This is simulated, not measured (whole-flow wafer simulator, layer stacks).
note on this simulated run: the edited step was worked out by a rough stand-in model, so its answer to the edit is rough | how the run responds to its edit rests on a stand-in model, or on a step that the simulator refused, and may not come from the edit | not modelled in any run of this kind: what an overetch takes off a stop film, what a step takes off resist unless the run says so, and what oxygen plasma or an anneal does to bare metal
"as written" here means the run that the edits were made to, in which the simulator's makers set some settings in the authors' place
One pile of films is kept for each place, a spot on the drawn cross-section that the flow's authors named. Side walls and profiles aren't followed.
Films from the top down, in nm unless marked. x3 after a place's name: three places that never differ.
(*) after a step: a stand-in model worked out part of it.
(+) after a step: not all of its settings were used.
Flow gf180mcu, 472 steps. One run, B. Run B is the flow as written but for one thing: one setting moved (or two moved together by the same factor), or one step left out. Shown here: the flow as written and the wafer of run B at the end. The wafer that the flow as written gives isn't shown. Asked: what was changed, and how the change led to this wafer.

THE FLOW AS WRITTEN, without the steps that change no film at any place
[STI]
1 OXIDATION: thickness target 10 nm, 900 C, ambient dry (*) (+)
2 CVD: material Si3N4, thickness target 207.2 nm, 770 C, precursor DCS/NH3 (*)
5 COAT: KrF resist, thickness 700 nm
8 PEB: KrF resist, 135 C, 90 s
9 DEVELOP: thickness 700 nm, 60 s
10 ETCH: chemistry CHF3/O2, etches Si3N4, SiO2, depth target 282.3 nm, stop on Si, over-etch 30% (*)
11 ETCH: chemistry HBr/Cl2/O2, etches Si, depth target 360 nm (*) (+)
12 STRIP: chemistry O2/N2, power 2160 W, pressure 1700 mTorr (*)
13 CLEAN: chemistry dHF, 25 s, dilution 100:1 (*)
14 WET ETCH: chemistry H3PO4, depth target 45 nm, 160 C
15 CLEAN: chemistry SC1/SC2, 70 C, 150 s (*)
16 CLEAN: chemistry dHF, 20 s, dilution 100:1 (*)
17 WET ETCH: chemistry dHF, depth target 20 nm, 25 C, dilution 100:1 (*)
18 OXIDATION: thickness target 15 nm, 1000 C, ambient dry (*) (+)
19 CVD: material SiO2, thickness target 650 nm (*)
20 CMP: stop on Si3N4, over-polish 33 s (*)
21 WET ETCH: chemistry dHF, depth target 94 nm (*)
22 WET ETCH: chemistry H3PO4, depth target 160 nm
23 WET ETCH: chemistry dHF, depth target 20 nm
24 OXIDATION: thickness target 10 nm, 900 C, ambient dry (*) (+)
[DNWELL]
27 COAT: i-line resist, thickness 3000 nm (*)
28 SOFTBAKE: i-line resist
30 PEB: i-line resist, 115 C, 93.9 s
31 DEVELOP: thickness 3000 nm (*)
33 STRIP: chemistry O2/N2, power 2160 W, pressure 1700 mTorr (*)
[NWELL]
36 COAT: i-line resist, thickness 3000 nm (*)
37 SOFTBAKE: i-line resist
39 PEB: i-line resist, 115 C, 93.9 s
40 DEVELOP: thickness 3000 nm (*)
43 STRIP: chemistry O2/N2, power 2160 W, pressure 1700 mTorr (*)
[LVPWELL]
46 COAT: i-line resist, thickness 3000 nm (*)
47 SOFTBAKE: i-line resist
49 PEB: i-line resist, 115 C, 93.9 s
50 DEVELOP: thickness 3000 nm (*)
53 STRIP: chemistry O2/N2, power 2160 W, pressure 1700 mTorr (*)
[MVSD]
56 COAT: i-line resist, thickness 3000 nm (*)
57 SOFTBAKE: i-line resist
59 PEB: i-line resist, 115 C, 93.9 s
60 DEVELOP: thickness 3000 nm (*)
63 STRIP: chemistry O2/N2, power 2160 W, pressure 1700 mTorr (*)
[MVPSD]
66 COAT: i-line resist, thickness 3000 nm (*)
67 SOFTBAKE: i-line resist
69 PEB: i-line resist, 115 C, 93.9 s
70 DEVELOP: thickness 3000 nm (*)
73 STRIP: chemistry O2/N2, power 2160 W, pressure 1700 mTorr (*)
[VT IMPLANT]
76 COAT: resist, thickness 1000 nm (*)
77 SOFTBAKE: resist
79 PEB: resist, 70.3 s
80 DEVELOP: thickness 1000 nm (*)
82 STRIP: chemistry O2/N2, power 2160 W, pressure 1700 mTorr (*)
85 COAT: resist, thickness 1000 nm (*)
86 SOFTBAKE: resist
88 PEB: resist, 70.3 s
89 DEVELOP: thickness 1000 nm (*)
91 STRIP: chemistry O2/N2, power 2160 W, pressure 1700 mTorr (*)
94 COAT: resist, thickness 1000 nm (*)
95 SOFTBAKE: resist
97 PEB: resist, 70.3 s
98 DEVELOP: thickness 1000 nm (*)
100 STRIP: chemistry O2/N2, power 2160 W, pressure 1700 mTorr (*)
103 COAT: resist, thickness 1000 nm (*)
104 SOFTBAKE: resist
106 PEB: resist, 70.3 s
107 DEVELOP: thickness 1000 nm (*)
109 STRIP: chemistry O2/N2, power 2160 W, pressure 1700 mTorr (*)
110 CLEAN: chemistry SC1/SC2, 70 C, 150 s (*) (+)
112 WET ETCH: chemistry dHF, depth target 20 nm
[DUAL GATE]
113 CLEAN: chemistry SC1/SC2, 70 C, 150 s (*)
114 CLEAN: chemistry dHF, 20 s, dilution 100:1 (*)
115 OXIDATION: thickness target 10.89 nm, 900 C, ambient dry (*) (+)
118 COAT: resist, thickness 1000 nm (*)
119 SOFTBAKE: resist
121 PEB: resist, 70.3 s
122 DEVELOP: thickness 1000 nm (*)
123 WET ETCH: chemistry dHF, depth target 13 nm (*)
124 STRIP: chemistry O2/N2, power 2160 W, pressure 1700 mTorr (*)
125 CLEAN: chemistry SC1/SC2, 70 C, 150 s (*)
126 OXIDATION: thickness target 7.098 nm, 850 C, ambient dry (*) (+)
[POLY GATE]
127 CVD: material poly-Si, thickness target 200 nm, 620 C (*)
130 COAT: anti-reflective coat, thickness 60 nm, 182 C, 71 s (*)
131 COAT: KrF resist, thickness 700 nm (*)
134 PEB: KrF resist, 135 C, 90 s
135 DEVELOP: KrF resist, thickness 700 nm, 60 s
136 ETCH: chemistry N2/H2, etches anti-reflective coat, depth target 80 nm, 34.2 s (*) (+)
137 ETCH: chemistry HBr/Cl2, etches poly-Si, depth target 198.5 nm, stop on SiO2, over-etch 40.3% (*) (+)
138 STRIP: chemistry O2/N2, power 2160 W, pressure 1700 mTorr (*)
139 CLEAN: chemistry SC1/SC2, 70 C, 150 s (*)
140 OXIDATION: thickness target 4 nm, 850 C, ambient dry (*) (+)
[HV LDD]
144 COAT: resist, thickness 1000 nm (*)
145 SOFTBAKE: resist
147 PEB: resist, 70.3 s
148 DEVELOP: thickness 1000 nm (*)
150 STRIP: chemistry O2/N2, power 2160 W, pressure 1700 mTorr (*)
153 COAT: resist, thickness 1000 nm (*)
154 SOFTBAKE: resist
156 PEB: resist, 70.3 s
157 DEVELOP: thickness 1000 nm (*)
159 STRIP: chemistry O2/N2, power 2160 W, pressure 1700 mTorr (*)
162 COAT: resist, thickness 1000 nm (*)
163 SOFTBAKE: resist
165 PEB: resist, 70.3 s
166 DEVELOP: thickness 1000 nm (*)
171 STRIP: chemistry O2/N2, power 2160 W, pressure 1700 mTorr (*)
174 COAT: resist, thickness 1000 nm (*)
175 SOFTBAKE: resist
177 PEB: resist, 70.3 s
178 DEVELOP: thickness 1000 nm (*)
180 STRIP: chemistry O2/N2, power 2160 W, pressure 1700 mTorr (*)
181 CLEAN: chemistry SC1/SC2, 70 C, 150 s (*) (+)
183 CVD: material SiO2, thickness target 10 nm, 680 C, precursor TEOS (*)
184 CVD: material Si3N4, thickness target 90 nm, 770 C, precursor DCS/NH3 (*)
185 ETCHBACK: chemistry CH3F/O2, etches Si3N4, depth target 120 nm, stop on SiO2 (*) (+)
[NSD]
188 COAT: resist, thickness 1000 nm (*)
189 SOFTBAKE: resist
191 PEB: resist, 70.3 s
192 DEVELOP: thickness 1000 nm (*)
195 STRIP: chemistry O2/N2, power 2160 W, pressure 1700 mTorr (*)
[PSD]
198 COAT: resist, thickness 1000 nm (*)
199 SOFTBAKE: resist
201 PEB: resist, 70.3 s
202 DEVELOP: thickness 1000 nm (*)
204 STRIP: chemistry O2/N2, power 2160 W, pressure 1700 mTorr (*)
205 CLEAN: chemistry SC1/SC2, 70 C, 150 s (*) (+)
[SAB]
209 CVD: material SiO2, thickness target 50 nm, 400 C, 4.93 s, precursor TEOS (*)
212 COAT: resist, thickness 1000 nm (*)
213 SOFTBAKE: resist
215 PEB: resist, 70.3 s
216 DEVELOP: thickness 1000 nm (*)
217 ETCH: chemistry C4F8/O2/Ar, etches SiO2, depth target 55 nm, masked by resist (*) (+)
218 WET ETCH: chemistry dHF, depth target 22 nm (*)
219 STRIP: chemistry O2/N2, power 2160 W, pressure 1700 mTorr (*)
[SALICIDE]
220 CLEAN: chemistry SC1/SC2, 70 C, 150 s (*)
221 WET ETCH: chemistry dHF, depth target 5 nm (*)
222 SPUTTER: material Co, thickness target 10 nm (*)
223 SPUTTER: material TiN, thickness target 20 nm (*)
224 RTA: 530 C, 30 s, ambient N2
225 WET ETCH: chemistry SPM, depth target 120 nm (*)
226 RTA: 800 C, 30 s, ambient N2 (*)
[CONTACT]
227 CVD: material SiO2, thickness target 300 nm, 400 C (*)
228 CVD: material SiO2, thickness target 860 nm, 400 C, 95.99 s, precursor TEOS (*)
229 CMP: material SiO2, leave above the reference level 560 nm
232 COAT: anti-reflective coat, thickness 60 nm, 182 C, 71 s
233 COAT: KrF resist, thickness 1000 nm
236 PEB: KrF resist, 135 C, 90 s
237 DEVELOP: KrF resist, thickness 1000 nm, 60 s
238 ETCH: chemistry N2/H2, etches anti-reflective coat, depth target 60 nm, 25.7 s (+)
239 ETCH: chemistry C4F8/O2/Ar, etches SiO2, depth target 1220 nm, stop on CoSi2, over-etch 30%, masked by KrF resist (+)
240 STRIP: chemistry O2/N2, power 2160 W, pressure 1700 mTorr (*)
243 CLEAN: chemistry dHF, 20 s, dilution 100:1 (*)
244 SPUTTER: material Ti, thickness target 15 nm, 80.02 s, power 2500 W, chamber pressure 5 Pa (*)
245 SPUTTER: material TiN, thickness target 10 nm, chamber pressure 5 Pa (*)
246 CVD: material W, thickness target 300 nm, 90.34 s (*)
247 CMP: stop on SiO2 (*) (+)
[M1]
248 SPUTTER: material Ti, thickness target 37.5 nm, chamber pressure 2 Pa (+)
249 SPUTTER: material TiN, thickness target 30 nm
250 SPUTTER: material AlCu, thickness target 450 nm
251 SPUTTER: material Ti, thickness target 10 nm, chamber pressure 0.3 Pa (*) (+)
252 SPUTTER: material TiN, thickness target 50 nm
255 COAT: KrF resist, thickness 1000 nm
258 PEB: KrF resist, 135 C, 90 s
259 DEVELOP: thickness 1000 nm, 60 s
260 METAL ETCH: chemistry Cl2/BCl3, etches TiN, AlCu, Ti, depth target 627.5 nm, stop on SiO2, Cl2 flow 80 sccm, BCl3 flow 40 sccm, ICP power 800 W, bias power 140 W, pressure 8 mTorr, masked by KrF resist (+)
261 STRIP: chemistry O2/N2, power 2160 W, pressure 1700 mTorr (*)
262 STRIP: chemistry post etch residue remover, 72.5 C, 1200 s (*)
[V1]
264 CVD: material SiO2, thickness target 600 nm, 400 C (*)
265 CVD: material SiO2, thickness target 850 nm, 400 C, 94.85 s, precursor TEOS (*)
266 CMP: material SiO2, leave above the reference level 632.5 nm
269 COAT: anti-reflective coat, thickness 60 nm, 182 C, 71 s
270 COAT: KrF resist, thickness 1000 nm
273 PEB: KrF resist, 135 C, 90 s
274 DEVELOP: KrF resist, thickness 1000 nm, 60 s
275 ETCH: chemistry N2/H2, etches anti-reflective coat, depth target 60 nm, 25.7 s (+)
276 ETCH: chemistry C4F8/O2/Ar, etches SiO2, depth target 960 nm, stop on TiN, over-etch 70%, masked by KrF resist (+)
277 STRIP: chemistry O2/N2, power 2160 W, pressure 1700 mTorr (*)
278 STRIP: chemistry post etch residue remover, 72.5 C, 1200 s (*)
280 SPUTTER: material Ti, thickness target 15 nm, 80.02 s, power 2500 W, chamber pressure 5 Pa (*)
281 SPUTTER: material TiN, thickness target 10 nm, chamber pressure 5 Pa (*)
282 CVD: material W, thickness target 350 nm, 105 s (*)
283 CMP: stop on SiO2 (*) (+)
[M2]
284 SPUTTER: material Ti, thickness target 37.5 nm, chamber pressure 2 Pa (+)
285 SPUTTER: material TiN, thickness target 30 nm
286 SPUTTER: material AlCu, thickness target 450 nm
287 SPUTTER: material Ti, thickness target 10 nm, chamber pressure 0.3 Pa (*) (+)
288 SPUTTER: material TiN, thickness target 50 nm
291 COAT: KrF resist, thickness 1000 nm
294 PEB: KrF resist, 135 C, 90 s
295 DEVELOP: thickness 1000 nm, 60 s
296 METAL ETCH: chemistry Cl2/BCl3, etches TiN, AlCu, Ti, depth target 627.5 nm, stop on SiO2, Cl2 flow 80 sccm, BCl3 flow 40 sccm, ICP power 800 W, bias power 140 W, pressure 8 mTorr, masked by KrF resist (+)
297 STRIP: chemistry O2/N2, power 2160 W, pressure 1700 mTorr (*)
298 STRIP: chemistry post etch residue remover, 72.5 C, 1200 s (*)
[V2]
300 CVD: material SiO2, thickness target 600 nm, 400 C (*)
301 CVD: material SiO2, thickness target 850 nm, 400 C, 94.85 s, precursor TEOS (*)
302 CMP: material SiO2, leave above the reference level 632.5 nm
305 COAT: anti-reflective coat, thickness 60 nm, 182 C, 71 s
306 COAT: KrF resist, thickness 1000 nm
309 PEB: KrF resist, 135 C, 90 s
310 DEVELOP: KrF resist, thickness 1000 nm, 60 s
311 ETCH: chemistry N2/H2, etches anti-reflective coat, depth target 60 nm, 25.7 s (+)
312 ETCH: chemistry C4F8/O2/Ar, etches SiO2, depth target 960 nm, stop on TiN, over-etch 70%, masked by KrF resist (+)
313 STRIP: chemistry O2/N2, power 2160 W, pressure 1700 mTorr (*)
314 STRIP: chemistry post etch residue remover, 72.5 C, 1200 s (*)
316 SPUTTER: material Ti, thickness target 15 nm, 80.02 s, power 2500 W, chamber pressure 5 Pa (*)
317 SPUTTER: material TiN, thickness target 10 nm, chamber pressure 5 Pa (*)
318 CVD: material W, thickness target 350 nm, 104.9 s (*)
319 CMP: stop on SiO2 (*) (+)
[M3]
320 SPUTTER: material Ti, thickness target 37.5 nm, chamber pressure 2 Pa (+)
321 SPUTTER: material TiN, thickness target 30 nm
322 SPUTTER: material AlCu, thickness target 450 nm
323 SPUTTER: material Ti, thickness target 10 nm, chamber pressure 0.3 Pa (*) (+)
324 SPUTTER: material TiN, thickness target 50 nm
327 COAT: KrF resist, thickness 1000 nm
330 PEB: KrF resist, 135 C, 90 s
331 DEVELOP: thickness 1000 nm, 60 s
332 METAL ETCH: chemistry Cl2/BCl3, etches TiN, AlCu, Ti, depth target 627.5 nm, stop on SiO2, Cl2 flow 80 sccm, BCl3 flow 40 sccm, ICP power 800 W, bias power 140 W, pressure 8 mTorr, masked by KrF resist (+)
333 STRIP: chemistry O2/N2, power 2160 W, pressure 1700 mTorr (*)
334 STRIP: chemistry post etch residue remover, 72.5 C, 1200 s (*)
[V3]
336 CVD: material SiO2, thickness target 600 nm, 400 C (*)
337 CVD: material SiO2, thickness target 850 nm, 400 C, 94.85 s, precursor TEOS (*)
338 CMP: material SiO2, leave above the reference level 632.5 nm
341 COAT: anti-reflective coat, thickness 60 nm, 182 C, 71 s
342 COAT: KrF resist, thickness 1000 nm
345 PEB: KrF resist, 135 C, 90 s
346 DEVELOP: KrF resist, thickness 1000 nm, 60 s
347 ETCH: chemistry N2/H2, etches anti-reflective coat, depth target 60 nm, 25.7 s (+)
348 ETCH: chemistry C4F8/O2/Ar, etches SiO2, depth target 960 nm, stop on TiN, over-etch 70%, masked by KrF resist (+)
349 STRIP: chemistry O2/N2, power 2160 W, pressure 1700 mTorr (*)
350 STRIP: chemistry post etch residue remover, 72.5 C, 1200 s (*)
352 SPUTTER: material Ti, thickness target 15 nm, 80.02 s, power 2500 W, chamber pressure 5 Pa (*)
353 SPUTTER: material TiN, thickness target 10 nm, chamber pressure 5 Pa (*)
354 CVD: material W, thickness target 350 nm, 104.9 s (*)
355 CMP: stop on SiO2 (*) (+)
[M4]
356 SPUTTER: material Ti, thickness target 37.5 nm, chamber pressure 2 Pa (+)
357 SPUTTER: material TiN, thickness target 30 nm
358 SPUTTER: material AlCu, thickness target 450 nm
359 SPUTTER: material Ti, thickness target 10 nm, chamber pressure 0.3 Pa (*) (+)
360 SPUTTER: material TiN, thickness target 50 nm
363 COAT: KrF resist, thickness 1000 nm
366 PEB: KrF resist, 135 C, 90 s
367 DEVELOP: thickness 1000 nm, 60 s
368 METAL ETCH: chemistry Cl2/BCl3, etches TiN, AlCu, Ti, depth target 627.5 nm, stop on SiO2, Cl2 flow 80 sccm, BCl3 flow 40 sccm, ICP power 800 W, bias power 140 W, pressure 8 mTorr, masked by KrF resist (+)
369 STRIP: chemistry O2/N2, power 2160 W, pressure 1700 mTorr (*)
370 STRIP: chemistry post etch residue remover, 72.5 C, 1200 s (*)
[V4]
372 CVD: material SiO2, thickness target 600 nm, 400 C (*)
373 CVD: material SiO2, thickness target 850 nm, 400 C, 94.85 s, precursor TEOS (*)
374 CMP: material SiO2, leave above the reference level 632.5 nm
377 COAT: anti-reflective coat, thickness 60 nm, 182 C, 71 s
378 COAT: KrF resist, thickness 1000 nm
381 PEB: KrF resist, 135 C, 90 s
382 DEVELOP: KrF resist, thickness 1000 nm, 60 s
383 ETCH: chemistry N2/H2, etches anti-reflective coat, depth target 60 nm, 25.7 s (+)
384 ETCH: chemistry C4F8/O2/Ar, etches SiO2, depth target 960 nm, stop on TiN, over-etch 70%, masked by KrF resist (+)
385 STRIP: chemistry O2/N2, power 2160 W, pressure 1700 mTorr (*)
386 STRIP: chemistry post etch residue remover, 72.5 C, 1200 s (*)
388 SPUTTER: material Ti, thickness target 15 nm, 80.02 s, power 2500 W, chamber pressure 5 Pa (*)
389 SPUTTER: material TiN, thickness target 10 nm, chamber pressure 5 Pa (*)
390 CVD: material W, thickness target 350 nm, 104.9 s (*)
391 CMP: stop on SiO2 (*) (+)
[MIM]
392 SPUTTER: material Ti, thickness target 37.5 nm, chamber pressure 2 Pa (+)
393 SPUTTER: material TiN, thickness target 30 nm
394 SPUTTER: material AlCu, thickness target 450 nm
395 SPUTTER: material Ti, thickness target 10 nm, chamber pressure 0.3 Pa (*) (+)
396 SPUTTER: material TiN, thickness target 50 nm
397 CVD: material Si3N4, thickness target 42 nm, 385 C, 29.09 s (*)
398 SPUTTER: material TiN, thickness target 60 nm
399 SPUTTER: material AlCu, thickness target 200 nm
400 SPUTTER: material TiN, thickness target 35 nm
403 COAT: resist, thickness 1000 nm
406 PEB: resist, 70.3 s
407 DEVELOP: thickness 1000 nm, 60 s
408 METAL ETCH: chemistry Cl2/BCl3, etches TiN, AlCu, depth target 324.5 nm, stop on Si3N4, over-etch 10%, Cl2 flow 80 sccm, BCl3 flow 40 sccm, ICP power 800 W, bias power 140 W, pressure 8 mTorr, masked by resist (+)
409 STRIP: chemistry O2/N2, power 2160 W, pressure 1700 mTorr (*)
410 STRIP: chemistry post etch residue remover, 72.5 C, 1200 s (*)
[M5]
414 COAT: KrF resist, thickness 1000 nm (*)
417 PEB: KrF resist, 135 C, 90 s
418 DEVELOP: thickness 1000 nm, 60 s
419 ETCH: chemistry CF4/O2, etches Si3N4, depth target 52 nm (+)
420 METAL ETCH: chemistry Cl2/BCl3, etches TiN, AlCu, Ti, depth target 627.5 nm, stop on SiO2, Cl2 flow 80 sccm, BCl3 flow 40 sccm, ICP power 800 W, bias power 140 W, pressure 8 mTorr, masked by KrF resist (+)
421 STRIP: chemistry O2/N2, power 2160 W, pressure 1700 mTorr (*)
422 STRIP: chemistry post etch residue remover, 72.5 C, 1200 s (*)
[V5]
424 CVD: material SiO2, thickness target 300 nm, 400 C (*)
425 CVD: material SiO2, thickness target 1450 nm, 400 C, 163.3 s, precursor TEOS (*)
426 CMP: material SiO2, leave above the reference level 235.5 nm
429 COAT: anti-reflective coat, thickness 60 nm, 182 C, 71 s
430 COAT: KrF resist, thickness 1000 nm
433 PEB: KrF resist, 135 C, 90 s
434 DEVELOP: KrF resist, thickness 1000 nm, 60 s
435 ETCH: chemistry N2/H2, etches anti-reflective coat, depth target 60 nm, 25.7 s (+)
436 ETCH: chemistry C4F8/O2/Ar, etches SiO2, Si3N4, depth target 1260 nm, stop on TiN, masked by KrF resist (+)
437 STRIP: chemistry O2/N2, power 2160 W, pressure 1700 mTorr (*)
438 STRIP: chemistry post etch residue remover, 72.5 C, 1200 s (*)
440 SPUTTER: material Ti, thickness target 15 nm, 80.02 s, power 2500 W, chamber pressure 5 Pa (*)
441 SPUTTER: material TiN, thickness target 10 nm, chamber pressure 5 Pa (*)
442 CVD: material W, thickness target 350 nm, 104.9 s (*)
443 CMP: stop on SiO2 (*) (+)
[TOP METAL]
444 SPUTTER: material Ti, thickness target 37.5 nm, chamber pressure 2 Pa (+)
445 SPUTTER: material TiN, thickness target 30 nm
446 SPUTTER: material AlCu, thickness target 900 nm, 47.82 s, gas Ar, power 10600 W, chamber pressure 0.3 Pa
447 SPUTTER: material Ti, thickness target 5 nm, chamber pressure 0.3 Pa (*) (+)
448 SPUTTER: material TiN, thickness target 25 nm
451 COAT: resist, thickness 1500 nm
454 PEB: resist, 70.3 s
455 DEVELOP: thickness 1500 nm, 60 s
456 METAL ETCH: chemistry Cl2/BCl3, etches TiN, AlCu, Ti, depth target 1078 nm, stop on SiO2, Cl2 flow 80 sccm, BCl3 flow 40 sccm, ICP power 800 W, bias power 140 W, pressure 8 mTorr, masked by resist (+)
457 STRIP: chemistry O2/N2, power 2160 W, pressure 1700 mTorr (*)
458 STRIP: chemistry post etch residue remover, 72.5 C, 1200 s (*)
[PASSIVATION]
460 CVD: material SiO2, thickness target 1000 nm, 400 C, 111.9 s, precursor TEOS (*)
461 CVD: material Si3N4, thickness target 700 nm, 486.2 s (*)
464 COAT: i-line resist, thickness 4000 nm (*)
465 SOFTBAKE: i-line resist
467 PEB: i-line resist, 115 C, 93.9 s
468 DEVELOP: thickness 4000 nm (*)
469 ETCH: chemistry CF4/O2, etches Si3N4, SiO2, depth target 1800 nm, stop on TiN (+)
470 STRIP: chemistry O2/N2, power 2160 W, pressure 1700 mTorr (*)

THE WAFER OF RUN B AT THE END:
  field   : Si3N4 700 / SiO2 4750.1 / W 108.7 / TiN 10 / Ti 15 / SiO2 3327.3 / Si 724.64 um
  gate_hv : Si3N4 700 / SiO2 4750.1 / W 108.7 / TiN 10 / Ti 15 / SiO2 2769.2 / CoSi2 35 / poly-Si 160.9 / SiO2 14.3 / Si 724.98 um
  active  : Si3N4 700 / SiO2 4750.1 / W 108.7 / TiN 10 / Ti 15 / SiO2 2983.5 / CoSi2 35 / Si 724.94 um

The cause: step 301, CVD: thickness target 374 nm was run, where the flow has thickness target 850 nm; step 301, CVD: 41.73 s was run, where the flow has 94.85 s.

How the change led to this, step by step:
  301 CVD: material SiO2, thickness target 850 nm, 400 C, 94.85 s, precursor TEOS (*)
      field, field__w1, field__w2 and 108 more: SiO2 +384 (as written it would be: SiO2 +850)
  302 CMP: material SiO2, leave above the reference level 632.5 nm
      field, field__w1, field__w2 and 103 more: nothing (as written it would be: SiO2 -300)
      field__w8, contact, m1, m1__w1, m1_nw: SiO2 -411.1 (as written it would be: SiO2 -877.1)
  305 COAT: anti-reflective coat, thickness 60 nm, 182 C, 71 s
      field: anti-reflective coat +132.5 (new film) (as written it would be: anti-reflective coat +60 (new film))
      field__w1: anti-reflective coat +89.2 (new film) (as written it would be: anti-reflective coat +60 (new film))
      (and at 20 more places)
  306 COAT: KrF resist, thickness 1000 nm
      field: KrF resist +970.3 (new film) (as written it would be: KrF resist +1000 (new film))
      field__w1: KrF resist +973.7 (new film) (as written it would be: KrF resist +1000 (new film))
      (and at 13 more places)
  309 PEB: KrF resist, 135 C, 90 s
      polyc_n, polyc_n_rim: KrF resist -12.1 (as written it would be: KrF resist -10.5)
      n_well: KrF resist -9.69 (as written it would be: KrF resist -10.5)
      (and at 7 more places)
  310 DEVELOP: KrF resist, thickness 1000 nm, 60 s
      contact: KrF resist -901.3 (all of it) (as written it would be: KrF resist -989.5 (all of it))
  311 ETCH: chemistry N2/H2, etches anti-reflective coat, depth target 60 nm, 25.7 s (+)
      contact: anti-reflective coat -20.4 (all of it), SiO2 -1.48 (as written it would be: anti-reflective coat -60 (all of it), SiO2 -0.46)
  313 STRIP: chemistry O2/N2, power 2160 W, pressure 1700 mTorr (*)
      field: KrF resist -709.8 (all of it), anti-reflective coat -132.5 (all of it) (as written it would be: KrF resist -739.2 (all of it), anti-reflective coat -60 (all of it))
      field__w1: KrF resist -713.2 (all of it), anti-reflective coat -89.2 (all of it) (as written it would be: KrF resist -739.2 (all of it), anti-reflective coat -60 (all of it))
      (and at 19 more places)
  316 SPUTTER: material Ti, thickness target 15 nm, 80.02 s, power 2500 W, chamber pressure 5 Pa (*)
      contact: Ti +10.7 (new film) (as written it would be: Ti +9.65 (new film))
  317 SPUTTER: material TiN, thickness target 10 nm, chamber pressure 5 Pa (*)
      contact: TiN +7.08 (new film) (as written it would be: TiN +6.4 (new film))
  318 CVD: material W, thickness target 350 nm, 104.9 s (*)
      contact: W +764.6 (new film) (as written it would be: W +932.3 (new film))
  319 CMP: stop on SiO2 (*) (+)
      field, field__w1, field__w2 and 103 more: W -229 (as written it would be: W -350 (all of it), TiN -10 (all of it), Ti -15 (all of it), SiO2 -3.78)
      field__w8, m1, m1__w1, m1_nw: W -350 (all of it), TiN -10 (all of it), Ti -15 (all of it), SiO2 -20 (as written it would be: W -350 (all of it), TiN -10 (all of it), Ti -15 (all of it), SiO2 -3.78)
      (and at 1 more place)
  332 METAL ETCH: chemistry Cl2/BCl3, etches TiN, AlCu, Ti, depth target 627.5 nm, stop on SiO2, Cl2 flow 80 sccm, BCl3 flow 40 sccm, ICP power 800 W, bias power 140 W, pressure 8 mTorr, masked by KrF resist (+)
      field, field__w1, field__w2 and 103 more: TiN -50 (all of it), Ti -10 (all of it), AlCu -450 (all of it), TiN -30 (all of it), Ti -37.5 (all of it), W -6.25 (as written it would be: TiN -50 (all of it), Ti -10 (all of it), AlCu -450 (all of it), TiN -30 (all of it), Ti -37.5 (all of it))
  334 STRIP: chemistry post etch residue remover, 72.5 C, 1200 s (*)
      field, field__w1, field__w2 and 103 more: W -6.01 (as written it would be: nothing)
  336 CVD: material SiO2, thickness target 600 nm, 400 C (*)
      field, field__w1, field__w2 and 103 more: SiO2 +600 (new film) (as written it would be: SiO2 +600)
  338 CMP: material SiO2, leave above the reference level 632.5 nm
      field, field__w1, field__w2 and 103 more: SiO2 -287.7 (as written it would be: SiO2 -300)
Counting metal films that touch as one body, field has 1 body; the flow as written gives 0 bodies.
Counting metal films that touch as one body, gate_hv has 2 bodies (between them, from the top down: SiO2 2769.2); the flow as written gives 1 body.
Counting metal films that touch as one body, active has 2 bodies (between them, from the top down: SiO2 2983.5); the flow as written gives 1 body.
